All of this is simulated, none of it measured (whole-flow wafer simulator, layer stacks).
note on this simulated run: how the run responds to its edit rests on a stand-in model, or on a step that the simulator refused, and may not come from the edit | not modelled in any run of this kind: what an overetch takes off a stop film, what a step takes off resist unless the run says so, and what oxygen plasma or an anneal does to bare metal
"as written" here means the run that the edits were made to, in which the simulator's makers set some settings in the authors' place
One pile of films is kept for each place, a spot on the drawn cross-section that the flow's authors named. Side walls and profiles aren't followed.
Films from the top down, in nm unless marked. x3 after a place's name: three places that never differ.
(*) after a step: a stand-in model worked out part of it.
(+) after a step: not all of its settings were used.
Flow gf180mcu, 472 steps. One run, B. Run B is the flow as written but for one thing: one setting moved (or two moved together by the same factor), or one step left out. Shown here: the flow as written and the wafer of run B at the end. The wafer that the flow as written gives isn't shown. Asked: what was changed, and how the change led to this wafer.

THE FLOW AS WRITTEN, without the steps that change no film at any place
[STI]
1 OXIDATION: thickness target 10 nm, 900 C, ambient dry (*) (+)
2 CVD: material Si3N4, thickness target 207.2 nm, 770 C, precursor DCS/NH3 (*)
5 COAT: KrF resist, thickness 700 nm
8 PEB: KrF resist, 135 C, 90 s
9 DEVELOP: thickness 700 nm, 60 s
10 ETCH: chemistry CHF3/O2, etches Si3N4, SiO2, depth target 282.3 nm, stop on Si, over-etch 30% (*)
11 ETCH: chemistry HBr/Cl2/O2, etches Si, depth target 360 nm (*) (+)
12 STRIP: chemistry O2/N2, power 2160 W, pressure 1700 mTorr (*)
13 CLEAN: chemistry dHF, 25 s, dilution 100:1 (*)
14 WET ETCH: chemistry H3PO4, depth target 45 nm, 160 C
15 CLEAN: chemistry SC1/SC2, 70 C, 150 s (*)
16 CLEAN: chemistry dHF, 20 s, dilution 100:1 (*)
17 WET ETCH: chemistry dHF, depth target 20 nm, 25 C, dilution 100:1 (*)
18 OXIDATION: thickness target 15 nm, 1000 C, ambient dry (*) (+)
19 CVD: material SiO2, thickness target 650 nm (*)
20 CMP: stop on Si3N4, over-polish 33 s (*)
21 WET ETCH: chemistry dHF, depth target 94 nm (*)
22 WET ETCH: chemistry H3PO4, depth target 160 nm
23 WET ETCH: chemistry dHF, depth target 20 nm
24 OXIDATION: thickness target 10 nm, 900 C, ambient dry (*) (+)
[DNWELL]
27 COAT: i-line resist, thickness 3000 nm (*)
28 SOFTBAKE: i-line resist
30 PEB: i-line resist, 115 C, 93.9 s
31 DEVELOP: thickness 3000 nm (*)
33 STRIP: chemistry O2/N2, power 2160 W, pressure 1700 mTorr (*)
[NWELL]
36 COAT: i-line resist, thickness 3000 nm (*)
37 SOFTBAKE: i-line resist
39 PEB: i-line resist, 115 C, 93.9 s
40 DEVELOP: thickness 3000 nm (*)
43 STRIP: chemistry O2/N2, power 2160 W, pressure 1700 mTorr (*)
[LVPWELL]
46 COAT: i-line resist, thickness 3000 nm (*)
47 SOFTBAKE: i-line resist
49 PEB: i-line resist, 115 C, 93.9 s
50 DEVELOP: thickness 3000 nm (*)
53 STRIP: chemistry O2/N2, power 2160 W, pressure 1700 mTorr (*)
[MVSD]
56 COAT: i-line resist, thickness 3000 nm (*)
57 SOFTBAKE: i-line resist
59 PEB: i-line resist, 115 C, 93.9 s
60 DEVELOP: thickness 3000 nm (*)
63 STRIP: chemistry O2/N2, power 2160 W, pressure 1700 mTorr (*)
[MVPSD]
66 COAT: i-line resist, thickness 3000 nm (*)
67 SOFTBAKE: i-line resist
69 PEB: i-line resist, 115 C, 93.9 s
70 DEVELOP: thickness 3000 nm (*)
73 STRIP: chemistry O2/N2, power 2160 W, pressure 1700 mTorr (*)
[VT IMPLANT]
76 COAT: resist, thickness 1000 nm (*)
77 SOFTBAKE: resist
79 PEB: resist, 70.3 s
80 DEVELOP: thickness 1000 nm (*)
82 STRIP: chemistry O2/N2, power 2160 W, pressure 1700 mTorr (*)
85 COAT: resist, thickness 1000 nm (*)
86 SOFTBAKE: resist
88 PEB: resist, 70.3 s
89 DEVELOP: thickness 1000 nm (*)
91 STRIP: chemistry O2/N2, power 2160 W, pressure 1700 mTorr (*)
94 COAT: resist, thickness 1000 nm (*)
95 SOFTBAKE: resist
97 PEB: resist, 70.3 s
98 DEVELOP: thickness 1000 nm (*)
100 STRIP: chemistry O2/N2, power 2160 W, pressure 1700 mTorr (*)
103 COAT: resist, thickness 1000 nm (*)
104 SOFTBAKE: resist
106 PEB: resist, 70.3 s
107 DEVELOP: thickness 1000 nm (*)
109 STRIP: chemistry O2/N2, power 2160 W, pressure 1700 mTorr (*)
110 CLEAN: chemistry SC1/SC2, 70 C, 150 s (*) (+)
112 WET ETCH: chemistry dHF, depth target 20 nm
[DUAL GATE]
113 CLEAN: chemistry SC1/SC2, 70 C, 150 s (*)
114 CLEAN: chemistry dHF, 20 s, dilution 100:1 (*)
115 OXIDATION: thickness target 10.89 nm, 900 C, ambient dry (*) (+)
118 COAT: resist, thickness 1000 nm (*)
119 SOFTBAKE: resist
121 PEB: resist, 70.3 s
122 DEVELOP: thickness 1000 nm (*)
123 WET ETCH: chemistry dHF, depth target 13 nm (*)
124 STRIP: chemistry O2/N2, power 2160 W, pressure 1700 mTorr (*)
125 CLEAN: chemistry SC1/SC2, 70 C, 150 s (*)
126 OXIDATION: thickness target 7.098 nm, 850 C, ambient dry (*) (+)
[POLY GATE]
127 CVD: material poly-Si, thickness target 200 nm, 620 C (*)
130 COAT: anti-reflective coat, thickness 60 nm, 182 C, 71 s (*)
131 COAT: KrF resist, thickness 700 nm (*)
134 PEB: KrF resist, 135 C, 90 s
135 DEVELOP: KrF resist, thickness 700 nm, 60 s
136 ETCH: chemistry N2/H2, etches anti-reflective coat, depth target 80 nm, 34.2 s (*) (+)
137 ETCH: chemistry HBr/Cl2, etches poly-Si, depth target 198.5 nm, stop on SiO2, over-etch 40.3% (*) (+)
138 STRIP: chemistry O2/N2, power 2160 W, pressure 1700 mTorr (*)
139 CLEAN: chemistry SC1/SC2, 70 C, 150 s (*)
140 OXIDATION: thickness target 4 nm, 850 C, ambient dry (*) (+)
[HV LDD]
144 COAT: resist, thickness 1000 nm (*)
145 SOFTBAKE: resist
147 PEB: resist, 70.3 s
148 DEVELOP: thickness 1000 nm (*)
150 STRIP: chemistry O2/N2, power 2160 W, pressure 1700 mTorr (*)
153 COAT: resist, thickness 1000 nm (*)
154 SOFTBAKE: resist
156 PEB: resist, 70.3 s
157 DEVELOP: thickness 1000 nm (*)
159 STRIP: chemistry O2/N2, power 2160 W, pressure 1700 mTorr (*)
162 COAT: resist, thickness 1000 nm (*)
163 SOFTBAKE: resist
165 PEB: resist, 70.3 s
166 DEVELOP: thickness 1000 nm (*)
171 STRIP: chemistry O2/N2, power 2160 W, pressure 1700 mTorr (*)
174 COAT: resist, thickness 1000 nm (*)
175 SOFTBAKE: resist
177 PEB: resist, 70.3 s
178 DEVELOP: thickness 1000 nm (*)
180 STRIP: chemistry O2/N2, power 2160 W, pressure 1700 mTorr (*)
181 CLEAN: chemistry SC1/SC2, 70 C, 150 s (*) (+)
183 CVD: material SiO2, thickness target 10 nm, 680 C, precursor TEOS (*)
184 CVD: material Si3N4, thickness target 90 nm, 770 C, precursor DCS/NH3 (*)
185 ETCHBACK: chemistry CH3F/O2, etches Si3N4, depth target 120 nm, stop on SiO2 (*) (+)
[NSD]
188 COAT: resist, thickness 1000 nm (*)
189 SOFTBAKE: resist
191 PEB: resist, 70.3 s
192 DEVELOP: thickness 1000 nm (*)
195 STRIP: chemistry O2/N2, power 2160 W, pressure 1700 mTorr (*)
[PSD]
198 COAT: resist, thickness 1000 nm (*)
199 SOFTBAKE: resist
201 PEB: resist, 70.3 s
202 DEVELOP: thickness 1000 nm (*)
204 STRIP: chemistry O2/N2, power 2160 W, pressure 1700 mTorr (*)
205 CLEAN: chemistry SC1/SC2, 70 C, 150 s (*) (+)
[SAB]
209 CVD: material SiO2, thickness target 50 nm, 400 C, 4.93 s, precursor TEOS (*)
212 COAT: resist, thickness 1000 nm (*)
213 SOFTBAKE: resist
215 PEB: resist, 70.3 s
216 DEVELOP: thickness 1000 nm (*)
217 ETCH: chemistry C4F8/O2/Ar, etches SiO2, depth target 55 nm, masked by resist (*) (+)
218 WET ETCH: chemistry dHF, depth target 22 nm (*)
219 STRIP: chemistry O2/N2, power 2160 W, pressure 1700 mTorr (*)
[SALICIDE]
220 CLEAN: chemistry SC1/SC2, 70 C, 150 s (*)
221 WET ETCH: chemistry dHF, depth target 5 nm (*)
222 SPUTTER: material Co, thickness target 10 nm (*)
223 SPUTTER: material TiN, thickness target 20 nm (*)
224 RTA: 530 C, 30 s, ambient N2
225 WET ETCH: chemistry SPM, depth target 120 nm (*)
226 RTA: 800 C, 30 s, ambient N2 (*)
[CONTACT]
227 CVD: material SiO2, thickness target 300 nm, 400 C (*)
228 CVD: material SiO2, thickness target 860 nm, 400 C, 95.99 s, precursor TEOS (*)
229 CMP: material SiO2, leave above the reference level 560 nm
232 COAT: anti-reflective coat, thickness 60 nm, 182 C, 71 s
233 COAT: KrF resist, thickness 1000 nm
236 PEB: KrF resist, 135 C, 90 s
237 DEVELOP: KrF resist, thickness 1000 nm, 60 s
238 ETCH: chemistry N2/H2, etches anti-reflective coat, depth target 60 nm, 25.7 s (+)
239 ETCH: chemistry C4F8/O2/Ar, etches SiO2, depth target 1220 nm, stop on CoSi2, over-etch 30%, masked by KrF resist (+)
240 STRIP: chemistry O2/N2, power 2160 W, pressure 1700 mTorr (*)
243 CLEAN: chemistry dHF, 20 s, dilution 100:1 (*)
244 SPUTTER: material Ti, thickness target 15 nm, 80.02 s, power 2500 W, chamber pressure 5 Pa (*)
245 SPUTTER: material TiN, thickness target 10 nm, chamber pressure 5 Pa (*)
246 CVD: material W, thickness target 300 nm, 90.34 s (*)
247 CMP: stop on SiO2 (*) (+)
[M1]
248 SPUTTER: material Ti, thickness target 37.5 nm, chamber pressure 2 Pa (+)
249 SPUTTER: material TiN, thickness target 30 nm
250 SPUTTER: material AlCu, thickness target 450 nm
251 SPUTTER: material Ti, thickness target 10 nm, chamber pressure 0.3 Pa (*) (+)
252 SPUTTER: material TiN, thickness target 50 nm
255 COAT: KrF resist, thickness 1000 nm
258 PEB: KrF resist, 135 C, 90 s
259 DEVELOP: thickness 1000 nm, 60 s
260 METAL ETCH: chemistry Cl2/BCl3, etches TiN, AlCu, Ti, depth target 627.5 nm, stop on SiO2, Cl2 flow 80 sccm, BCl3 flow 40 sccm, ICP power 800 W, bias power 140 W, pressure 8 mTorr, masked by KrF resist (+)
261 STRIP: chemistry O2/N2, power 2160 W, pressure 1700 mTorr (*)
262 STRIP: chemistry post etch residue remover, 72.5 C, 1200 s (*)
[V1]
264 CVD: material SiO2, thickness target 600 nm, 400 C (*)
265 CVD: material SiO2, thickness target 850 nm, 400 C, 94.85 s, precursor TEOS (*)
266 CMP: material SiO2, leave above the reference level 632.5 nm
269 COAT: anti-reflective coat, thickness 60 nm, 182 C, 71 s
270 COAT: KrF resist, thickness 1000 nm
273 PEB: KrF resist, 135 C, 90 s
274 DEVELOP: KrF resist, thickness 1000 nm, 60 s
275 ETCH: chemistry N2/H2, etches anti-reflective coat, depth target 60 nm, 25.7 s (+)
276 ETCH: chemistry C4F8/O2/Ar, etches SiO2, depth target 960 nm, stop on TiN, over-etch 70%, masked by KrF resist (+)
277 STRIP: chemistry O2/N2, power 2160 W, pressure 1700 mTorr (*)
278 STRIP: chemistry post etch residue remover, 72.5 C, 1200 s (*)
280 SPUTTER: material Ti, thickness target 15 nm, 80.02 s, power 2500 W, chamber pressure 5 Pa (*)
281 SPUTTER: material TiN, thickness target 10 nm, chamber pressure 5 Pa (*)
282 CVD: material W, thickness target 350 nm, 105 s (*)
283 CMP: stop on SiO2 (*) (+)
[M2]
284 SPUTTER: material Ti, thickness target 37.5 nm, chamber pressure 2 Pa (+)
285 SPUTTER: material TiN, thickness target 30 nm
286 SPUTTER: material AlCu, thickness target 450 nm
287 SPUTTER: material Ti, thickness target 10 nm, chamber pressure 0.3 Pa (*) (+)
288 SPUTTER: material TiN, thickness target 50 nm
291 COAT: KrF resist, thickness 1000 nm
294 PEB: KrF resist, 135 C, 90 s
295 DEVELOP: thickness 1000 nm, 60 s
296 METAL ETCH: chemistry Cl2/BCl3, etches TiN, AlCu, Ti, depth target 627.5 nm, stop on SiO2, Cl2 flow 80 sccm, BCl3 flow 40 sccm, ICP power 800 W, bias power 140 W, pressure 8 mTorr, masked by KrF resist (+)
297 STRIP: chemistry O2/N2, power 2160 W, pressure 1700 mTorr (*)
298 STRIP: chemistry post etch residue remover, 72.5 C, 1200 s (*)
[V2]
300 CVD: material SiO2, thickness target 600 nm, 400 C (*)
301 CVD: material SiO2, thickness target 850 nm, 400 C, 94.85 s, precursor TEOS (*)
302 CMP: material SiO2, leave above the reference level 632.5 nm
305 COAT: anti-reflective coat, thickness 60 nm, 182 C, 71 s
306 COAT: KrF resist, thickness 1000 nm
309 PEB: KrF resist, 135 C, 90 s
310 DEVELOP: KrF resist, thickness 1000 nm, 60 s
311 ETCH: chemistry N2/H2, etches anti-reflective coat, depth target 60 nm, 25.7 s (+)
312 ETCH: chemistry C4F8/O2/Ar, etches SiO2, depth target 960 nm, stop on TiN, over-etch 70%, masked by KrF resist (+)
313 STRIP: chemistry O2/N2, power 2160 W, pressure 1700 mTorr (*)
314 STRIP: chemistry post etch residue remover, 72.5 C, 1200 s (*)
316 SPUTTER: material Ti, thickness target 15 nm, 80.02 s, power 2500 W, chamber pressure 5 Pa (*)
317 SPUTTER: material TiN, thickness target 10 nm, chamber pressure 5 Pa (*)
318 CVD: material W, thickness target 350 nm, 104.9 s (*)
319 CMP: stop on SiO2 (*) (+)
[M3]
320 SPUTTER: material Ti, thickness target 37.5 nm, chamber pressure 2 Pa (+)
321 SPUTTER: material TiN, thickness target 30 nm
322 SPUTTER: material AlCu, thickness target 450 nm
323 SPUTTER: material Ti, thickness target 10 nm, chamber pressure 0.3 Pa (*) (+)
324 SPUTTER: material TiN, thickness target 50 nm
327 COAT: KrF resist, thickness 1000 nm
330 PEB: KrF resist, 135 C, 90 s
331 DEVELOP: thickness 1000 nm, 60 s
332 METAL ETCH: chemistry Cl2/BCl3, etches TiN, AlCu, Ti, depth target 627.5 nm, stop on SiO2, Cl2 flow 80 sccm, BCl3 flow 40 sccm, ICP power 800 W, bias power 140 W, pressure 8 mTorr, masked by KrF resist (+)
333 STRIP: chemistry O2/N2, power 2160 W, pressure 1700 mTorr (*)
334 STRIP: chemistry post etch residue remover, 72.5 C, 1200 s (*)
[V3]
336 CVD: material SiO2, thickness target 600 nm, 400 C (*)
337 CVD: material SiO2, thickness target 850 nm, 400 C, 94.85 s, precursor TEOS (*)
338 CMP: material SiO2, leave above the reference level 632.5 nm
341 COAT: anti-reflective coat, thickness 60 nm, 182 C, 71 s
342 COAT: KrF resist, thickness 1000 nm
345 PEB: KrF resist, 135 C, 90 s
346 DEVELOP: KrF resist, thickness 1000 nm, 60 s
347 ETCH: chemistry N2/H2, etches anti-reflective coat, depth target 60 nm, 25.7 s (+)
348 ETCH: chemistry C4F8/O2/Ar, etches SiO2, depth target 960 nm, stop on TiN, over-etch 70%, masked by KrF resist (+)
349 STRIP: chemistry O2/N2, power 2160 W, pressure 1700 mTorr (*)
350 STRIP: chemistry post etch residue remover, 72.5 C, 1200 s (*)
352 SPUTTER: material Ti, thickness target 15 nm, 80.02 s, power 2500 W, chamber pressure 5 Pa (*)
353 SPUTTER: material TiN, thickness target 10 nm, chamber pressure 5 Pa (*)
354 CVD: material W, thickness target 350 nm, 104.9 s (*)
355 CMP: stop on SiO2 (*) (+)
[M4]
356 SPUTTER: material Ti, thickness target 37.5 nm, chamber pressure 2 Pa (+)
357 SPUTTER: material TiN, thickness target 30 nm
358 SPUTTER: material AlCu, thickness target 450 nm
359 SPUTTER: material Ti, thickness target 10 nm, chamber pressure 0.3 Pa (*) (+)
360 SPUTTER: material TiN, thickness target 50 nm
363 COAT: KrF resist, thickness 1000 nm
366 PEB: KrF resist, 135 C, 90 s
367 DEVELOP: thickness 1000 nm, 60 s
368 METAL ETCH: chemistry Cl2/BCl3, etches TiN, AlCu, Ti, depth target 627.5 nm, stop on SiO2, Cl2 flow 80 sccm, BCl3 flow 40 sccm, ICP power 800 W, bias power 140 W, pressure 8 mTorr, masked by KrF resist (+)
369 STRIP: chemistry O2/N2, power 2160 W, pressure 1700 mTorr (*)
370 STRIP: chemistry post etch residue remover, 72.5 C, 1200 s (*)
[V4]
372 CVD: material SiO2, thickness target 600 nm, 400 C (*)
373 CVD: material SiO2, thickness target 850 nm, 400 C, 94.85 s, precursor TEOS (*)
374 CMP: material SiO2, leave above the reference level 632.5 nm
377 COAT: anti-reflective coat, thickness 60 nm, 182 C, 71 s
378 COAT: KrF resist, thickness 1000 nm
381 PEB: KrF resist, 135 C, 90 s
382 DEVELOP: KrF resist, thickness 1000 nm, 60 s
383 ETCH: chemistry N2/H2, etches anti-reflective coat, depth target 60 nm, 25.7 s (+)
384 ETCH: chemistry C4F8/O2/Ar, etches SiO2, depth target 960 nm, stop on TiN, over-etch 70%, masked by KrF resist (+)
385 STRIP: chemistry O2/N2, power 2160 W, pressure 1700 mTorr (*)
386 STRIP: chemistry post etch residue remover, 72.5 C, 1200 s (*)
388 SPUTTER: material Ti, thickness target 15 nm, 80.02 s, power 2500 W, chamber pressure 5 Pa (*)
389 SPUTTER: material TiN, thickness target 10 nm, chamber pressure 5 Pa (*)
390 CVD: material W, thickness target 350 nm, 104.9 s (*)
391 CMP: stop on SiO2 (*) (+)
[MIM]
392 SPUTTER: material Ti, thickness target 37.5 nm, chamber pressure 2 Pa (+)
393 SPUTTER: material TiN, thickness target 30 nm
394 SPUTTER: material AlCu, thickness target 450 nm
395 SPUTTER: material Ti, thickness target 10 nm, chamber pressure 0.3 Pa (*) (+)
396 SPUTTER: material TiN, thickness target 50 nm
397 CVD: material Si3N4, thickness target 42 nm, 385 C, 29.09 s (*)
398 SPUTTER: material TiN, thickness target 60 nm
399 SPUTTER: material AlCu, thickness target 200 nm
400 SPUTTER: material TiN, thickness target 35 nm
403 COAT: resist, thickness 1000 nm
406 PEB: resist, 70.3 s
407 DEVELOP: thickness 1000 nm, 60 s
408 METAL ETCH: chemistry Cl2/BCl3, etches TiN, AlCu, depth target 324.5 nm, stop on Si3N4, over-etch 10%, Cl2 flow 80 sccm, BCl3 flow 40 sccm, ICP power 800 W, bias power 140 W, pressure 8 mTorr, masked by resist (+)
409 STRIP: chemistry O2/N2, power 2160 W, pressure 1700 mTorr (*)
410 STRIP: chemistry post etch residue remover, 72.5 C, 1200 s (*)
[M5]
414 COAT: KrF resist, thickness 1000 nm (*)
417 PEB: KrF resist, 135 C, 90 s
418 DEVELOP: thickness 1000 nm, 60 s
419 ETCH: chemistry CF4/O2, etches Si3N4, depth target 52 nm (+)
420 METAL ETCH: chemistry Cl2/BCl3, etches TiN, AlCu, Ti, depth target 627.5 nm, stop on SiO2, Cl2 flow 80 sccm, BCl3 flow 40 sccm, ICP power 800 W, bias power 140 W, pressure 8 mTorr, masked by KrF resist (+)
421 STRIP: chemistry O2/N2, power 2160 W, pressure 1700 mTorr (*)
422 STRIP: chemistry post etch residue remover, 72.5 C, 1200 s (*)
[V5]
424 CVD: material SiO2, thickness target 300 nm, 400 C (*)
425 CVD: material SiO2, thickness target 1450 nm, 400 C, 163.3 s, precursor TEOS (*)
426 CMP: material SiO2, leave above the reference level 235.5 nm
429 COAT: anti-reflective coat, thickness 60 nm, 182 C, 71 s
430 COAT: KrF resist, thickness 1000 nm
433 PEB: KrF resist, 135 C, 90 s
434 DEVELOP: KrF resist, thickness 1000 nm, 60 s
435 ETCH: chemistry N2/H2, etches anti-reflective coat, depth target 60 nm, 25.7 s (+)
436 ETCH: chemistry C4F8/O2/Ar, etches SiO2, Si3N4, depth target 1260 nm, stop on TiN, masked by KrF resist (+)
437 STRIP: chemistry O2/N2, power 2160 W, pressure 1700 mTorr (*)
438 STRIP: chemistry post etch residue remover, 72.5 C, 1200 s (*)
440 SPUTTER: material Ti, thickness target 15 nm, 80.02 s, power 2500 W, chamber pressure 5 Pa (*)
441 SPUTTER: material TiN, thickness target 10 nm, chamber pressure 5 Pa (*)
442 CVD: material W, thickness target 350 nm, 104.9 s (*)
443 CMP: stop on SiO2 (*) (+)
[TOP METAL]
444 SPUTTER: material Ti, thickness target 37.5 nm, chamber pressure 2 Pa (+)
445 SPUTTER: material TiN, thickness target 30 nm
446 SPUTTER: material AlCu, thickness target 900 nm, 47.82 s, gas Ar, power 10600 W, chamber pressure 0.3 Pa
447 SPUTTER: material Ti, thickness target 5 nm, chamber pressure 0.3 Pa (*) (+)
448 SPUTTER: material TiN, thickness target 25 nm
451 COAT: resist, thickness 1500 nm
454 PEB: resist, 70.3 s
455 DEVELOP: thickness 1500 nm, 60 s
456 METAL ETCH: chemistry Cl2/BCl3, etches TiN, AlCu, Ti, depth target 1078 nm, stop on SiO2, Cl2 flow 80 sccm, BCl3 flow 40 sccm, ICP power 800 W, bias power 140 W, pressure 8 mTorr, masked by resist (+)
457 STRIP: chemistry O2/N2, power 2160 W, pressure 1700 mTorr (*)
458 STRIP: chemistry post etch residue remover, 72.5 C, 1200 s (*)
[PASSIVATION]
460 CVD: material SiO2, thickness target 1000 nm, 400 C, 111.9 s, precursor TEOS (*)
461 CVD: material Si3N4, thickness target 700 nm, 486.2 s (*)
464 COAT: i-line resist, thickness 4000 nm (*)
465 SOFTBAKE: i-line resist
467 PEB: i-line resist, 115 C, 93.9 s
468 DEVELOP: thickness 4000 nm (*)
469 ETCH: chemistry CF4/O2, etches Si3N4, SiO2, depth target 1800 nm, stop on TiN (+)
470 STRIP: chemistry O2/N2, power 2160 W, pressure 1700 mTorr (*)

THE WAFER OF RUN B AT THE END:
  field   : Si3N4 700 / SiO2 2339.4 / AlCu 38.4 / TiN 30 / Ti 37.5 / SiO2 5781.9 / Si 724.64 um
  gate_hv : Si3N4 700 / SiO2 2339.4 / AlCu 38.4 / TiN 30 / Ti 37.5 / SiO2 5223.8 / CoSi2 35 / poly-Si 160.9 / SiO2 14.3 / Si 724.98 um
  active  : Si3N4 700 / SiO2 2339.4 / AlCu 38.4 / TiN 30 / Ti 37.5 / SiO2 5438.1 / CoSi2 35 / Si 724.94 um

The cause: step 420, METAL ETCH: depth target 464.4 nm was run, where the flow has depth target 627.5 nm.

How the change led to this, step by step:
  420 METAL ETCH: chemistry Cl2/BCl3, etches TiN, AlCu, Ti, depth target 627.5 nm, stop on SiO2, Cl2 flow 80 sccm, BCl3 flow 40 sccm, ICP power 800 W, bias power 140 W, pressure 8 mTorr, masked by KrF resist (+)
      field, field__w1, field__w2 and 101 more: TiN -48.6 (all of it), Ti -10 (all of it), AlCu -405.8 (as written it would be: TiN -48.6 (all of it), Ti -10 (all of it), AlCu -450 (all of it), TiN -30 (all of it), Ti -37.5 (all of it))
      field__w4, field__w8, contact, m1, m1__w1, mim, mim_1p0, m1_nw: KrF resist -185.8 (as written it would be: KrF resist -251)
  421 STRIP: chemistry O2/N2, power 2160 W, pressure 1700 mTorr (*)
      field__w8, m1__w1: KrF resist -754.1 (all of it) (as written it would be: KrF resist -688.9 (all of it))
      field__w4: KrF resist -796.9 (all of it) (as written it would be: KrF resist -731.6 (all of it))
      (and at 5 more places)
  422 STRIP: chemistry post etch residue remover, 72.5 C, 1200 s (*)
      field, field__w1, field__w2 and 101 more: AlCu -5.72 (as written it would be: nothing)
  424 CVD: material SiO2, thickness target 300 nm, 400 C (*)
      field, field__w1, field__w2 and 101 more: SiO2 +300 (new film) (as written it would be: SiO2 +300)
  426 CMP: material SiO2, leave above the reference level 235.5 nm
      field, field__w1, field__w5 and 92 more: SiO2 -406.8 (as written it would be: SiO2 -300.8)
      field__w2, field__w3, field__w12 and 6 more: SiO2 -383.4 (as written it would be: SiO2 -272.7)
Counting metal films that touch as one body, field has 1 body; the flow as written gives 0 bodies.
Counting metal films that touch as one body, gate_hv has 2 bodies (between them, from the top down: SiO2 5223.8); the flow as written gives 1 body.
Counting metal films that touch as one body, active has 2 bodies (between them, from the top down: SiO2 5438.1); the flow as written gives 1 body.
